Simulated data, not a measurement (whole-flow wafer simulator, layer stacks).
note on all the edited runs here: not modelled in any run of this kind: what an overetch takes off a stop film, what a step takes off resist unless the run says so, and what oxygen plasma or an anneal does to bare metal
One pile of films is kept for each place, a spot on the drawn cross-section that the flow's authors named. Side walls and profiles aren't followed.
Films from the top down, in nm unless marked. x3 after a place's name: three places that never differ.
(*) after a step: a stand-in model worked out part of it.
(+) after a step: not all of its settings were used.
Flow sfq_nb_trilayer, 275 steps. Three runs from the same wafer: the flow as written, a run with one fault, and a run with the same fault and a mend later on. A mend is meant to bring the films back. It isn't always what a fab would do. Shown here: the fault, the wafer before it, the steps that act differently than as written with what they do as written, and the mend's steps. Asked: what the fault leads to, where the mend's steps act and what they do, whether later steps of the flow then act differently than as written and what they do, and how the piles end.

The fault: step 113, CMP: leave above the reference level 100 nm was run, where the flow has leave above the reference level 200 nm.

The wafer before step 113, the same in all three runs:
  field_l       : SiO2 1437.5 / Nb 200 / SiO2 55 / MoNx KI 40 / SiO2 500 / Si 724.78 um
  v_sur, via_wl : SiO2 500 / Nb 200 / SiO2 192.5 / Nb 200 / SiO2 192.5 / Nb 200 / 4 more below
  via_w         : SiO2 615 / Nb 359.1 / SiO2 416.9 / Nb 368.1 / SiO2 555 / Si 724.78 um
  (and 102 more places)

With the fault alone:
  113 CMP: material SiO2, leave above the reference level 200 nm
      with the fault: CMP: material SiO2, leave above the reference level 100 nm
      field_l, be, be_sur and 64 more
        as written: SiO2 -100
        with the fault: SiO2 -200
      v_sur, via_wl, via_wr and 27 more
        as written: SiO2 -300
        with the fault: SiO2 -400
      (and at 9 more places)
  Later steps of the flow that act differently than as written (3 more steps differ only slightly, by at most 2% or 0.5 nm, whichever is larger, and aren't shown):
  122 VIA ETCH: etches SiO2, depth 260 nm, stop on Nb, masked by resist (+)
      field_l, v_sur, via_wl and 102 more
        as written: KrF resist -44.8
        with the fault: KrF resist -25.8
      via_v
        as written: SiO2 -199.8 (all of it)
        with the fault: SiO2 -99.8 (all of it)
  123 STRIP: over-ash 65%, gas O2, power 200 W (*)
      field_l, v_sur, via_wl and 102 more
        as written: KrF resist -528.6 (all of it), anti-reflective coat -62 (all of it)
        with the fault: KrF resist -547.6 (all of it), anti-reflective coat -62 (all of it)
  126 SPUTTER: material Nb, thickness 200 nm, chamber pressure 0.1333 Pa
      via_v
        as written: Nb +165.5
        with the fault: Nb +187.8
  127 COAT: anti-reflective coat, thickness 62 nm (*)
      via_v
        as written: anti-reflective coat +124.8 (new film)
        with the fault: anti-reflective coat +105 (new film)
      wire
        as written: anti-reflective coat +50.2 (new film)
        with the fault: anti-reflective coat +48.9 (new film)
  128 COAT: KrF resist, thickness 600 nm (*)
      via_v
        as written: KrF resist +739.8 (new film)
        with the fault: KrF resist +653 (new film)
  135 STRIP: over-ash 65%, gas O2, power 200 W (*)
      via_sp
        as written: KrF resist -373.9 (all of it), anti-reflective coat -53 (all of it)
        with the fault: KrF resist -382.6 (all of it), anti-reflective coat -52.4 (all of it)
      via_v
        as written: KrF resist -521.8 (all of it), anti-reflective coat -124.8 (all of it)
        with the fault: KrF resist -435.3 (all of it), anti-reflective coat -105 (all of it)
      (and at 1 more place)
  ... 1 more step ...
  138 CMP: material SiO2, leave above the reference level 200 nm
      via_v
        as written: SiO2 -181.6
        with the fault: SiO2 -188.9
  At the end the piles differ from the flow's by more than 2% or 0.5 nm, whichever is larger, at field_l, v_sur, via_wl and 103 more.
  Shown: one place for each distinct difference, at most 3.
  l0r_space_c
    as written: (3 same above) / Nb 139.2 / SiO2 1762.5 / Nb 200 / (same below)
    with the fault: (3 same above) / Nb 139.2 / SiO2 1662.5 / Nb 200 / (same below)
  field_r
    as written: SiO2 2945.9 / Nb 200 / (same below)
    with the fault: SiO2 2845.9 / Nb 200 / (same below)
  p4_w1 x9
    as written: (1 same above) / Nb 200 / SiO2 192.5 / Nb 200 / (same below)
    with the fault: (1 same above) / Nb 200 / SiO2 92.5 / Nb 200 / (same below)

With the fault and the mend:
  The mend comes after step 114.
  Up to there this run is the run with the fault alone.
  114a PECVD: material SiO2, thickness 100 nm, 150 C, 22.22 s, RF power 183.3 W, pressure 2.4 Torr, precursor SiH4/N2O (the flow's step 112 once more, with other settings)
      field_l, v_sur, via_wl and 103 more
        SiO2 +100
  No later step of the flow acts differently than as written at any place that is followed.
  At the end the piles are the same as the flow's at every place that both follow.
